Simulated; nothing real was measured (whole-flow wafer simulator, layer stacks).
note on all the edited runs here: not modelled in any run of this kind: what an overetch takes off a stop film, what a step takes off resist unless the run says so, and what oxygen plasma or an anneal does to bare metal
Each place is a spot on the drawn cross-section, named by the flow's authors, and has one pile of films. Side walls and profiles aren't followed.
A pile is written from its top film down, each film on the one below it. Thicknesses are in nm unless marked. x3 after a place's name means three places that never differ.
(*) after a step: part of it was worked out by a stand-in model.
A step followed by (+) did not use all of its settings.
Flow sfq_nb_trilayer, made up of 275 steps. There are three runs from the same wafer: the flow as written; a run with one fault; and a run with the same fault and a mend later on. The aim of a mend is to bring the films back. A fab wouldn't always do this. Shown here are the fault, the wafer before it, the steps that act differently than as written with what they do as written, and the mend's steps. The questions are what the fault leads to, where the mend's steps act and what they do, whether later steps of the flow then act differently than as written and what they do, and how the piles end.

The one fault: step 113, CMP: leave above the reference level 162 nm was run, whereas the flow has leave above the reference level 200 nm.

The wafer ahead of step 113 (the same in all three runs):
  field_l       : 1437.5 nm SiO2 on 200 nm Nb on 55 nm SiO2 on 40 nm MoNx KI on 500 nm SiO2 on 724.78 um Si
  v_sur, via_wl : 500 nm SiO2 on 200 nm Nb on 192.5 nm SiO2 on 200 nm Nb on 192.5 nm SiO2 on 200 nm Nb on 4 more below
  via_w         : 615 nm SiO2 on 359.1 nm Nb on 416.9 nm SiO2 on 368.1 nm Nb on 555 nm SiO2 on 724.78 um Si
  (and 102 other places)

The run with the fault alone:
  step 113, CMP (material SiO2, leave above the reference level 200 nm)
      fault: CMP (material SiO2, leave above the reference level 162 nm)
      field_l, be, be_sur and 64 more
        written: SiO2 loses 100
        fault: SiO2 loses 138
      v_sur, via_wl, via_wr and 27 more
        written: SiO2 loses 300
        fault: SiO2 loses 338
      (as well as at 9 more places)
  Steps later in the flow that act otherwise than as written (not shown: 4 more steps that differ only slightly, by at most 2% or 0.5 nm, whichever is larger):
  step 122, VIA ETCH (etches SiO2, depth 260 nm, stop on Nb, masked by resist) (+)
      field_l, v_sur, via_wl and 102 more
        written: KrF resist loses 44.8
        fault: KrF resist loses 41.9
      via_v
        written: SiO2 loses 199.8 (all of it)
        fault: SiO2 loses 161.8 (all of it)
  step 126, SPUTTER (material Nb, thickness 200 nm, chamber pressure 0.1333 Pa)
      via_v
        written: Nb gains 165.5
        fault: Nb gains 173.8
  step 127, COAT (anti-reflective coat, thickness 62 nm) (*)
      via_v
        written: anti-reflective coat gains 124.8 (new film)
        fault: anti-reflective coat gains 114.8 (new film)
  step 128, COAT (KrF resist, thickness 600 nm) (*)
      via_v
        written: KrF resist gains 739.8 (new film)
        fault: KrF resist gains 709.4 (new film)
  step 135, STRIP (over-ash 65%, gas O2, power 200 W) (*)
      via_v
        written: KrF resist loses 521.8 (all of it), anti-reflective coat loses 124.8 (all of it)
        fault: KrF resist loses 491.5 (all of it), anti-reflective coat loses 114.8 (all of it)
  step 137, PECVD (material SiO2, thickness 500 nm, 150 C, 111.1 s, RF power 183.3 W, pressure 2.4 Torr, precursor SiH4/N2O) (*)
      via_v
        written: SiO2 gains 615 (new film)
        fault: SiO2 gains 544.2 (new film)
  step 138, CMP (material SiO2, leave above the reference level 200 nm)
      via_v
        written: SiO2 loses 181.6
        fault: SiO2 loses 157.1
  By the end, the piles at v_sur, via_wl, via_w and 74 more depart from the flow's by more than 2% or 0.5 nm, whichever is larger.
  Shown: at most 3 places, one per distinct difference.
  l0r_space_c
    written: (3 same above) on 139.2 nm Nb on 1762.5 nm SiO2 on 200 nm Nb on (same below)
    fault: (3 same above) on 139.2 nm Nb on 1724.5 nm SiO2 on 200 nm Nb on (same below)
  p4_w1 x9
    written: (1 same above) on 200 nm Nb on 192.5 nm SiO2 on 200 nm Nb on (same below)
    fault: (1 same above) on 200 nm Nb on 154.5 nm SiO2 on 200 nm Nb on (same below)
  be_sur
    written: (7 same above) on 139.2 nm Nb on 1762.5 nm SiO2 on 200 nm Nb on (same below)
    fault: (7 same above) on 139.2 nm Nb on 1724.5 nm SiO2 on 200 nm Nb on (same below)

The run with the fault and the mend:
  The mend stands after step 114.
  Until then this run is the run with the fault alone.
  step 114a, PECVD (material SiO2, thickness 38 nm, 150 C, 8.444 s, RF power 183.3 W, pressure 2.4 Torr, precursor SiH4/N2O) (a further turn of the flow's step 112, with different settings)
      field_l, v_sur, via_wl and 103 more
        SiO2 gains 38
  None of the later steps of the flow acts differently than as written at any place that is followed.
  The piles end the same as the flow's at every place that both follow.
